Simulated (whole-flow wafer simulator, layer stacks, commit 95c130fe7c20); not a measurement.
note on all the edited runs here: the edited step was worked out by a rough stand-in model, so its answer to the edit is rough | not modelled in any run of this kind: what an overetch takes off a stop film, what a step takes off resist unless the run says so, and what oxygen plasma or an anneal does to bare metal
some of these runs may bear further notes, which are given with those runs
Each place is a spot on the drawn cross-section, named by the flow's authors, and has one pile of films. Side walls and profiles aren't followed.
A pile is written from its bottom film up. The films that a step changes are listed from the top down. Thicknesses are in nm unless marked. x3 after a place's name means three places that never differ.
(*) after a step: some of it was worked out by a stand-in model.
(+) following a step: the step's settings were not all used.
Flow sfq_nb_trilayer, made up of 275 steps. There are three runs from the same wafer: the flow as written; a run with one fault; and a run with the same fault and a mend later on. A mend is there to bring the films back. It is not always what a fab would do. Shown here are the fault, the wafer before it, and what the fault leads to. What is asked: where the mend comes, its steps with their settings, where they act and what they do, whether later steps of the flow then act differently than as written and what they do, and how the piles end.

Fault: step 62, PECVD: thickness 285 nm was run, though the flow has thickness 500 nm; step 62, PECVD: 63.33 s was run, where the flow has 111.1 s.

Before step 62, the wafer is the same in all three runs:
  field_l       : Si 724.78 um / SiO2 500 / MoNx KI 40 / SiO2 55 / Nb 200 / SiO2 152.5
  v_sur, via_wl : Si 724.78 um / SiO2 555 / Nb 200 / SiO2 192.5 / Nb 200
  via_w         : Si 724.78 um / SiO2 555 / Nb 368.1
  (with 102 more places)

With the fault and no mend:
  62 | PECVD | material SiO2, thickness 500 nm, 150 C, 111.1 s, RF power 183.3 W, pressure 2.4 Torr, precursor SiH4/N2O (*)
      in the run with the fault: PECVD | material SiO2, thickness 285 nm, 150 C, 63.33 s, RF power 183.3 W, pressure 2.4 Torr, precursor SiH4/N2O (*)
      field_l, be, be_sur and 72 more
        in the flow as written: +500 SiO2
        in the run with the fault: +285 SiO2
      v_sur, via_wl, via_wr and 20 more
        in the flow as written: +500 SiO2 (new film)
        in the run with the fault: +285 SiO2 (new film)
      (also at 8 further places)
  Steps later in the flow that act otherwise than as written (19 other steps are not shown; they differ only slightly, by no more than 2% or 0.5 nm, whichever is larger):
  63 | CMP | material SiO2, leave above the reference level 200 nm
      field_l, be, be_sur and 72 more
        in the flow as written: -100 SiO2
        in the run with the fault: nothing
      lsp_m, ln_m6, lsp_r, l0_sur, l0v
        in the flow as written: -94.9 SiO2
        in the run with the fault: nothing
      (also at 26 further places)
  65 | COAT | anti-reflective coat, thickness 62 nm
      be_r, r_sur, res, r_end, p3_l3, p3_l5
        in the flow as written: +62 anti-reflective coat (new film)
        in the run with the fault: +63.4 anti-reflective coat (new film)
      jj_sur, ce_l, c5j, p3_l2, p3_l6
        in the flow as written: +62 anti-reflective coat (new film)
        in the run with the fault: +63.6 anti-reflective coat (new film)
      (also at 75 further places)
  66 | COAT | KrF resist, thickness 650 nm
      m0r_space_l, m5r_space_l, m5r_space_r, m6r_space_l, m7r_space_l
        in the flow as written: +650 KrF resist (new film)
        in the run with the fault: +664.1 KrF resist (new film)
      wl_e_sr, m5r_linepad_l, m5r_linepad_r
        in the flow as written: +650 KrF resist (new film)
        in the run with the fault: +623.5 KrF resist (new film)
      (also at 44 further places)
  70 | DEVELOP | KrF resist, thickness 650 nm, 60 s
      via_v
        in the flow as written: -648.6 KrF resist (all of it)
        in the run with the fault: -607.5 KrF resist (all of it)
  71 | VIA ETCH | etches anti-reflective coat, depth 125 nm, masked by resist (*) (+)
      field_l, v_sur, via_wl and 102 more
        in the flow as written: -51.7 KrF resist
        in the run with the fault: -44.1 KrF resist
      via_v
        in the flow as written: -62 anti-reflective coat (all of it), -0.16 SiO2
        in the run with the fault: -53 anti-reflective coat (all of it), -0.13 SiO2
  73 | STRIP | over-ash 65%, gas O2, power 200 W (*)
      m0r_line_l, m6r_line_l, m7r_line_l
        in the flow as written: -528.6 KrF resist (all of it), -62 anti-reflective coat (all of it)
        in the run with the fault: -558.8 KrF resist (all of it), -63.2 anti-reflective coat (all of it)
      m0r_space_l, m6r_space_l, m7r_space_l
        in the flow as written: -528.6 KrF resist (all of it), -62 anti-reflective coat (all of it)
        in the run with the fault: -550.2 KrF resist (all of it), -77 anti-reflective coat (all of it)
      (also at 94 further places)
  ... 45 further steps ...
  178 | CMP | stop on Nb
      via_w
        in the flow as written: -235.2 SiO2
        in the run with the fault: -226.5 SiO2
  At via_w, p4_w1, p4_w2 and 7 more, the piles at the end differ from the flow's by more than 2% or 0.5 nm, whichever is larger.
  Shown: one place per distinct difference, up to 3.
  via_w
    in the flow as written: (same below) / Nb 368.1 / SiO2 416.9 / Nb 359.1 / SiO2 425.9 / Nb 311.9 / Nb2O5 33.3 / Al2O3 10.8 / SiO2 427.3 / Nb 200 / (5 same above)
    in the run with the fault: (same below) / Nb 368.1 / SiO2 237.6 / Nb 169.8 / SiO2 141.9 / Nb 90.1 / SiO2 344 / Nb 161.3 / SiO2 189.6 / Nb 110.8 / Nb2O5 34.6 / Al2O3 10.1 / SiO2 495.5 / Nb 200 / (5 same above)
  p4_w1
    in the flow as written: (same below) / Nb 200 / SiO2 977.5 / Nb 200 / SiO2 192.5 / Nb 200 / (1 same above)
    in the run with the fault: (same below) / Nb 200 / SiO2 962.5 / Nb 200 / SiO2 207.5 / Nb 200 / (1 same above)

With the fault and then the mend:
  The mend follows step 62.
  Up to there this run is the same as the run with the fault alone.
  62a | PECVD | material SiO2, thickness 215 nm, 150 C, 47.78 s, RF power 183.3 W, pressure 2.4 Torr, precursor SiH4/N2O (*) (the flow's step 62 again, with other settings)
      field_l, v_sur, via_wl and 102 more
        +215 SiO2
      via_w
        +191.6 SiO2
  Steps later in the flow that act otherwise than as written:
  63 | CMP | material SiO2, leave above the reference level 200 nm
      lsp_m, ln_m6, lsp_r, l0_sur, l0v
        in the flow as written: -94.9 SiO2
        in the run with the mend: -100 SiO2
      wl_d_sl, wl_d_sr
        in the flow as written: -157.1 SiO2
        in the run with the mend: -100 SiO2
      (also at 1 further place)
  At every place that both follow, the piles at the end match the flow's.
